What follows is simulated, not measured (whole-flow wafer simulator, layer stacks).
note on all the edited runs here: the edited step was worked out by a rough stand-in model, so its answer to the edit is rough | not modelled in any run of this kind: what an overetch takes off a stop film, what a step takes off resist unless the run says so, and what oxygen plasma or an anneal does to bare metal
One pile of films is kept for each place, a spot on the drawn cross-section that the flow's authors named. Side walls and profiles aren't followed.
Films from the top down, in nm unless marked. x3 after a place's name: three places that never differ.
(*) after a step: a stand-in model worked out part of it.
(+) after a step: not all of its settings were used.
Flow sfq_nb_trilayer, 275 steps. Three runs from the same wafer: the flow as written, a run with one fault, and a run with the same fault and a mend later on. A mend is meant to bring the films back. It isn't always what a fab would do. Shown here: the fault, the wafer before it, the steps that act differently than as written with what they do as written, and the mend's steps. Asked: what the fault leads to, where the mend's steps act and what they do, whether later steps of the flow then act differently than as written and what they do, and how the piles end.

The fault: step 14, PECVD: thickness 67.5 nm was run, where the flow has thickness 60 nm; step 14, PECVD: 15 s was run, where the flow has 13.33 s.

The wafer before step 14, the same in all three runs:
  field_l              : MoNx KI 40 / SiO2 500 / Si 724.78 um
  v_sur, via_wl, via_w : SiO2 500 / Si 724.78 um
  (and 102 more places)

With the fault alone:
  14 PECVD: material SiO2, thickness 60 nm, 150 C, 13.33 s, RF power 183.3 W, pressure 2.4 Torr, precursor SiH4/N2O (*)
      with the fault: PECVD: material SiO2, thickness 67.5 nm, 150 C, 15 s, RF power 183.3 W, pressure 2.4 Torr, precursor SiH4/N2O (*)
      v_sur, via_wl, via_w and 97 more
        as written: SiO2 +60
        with the fault: SiO2 +67.5
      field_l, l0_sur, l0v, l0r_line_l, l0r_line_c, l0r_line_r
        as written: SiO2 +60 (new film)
        with the fault: SiO2 +67.5 (new film)
  Later steps of the flow that act differently than as written (8 more steps differ only slightly, by at most 2% or 0.5 nm, whichever is larger, and aren't shown):
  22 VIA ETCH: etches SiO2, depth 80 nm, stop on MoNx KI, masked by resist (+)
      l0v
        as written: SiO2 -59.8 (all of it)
        with the fault: SiO2 -67.3 (all of it)
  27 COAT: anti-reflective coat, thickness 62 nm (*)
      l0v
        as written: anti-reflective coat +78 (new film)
        with the fault: anti-reflective coat +80 (new film)
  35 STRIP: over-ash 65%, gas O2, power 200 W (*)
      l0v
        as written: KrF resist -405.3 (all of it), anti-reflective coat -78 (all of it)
        with the fault: KrF resist -410.2 (all of it), anti-reflective coat -80 (all of it)
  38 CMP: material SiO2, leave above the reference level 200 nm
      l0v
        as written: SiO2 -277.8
        with the fault: SiO2 -269
  At the end the piles differ from the flow's by more than 2% or 0.5 nm, whichever is larger, at field_l, l0_sur, l0r_line_l, l0r_line_c, l0r_line_r.
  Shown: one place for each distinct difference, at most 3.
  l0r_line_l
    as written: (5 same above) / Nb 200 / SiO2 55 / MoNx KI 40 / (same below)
    with the fault: (5 same above) / Nb 200 / SiO2 62.5 / MoNx KI 40 / (same below)
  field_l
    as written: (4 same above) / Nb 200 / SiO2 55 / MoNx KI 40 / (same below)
    with the fault: (4 same above) / Nb 200 / SiO2 62.5 / MoNx KI 40 / (same below)
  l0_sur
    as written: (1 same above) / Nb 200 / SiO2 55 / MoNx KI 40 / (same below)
    with the fault: (1 same above) / Nb 200 / SiO2 62.5 / MoNx KI 40 / (same below)

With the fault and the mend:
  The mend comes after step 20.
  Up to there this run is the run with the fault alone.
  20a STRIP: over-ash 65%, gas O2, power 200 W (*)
      p4_fl x3, p4_w1 x9, p4_g1 x2 and 59 more
        KrF resist -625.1 (all of it), anti-reflective coat -62 (all of it)
      jj_sur, ce_l, c5j, ce_r, sp_r, be_r, r_sur
        KrF resist -632 (all of it), anti-reflective coat -63.7 (all of it)
      wire, field_r
        KrF resist -632.5 (all of it), anti-reflective coat -63.8 (all of it)
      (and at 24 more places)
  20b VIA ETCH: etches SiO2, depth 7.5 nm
      field_l, v_sur, via_wl and 103 more
        SiO2 -7.5
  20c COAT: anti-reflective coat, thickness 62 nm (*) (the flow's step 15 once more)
      p4_fl x3, p4_w1 x9, p4_g1 x2 and 59 more
        anti-reflective coat +62 (new film)
      be_sur, gap, jj_sur and 8 more
        anti-reflective coat +63.7 (new film)
      wire, be, moat, field_r, lsp_l
        anti-reflective coat +63.8 (new film)
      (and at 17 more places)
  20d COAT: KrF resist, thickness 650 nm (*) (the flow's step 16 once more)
      p4_fl x3, p4_w1 x9, p4_g1 x2 and 59 more
        KrF resist +650 (new film)
      ce_l, c5j, ce_r, sp_r, be_r, r_sur
        KrF resist +656.9 (new film)
      gap, jj_sur, res
        KrF resist +657 (new film)
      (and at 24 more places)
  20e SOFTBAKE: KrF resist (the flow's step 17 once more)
      changes no film at any place that is followed
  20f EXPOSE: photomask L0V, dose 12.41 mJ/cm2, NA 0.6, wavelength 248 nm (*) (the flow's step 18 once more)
      changes no film at any place that is followed
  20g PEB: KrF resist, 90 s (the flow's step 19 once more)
      p4_fl x3, p4_w1 x9, p4_g1 x2 and 59 more
        KrF resist -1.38
      via_v, wire, be and 15 more
        KrF resist -1.39
      v_sur, via_w, via_wr, via_sp, lsp_m, ln_m6, lsp_r
        KrF resist -1.4
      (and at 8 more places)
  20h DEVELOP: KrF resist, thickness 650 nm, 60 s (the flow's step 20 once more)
      field_l, v_sur, via_wl and 102 more
        KrF resist -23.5
      l0v
        KrF resist -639 (all of it)
  No later step of the flow acts differently than as written, at any place that is followed, by more than 2% or 0.5 nm, whichever is larger.
  At the end the piles are the same as the flow's at every place that both follow.
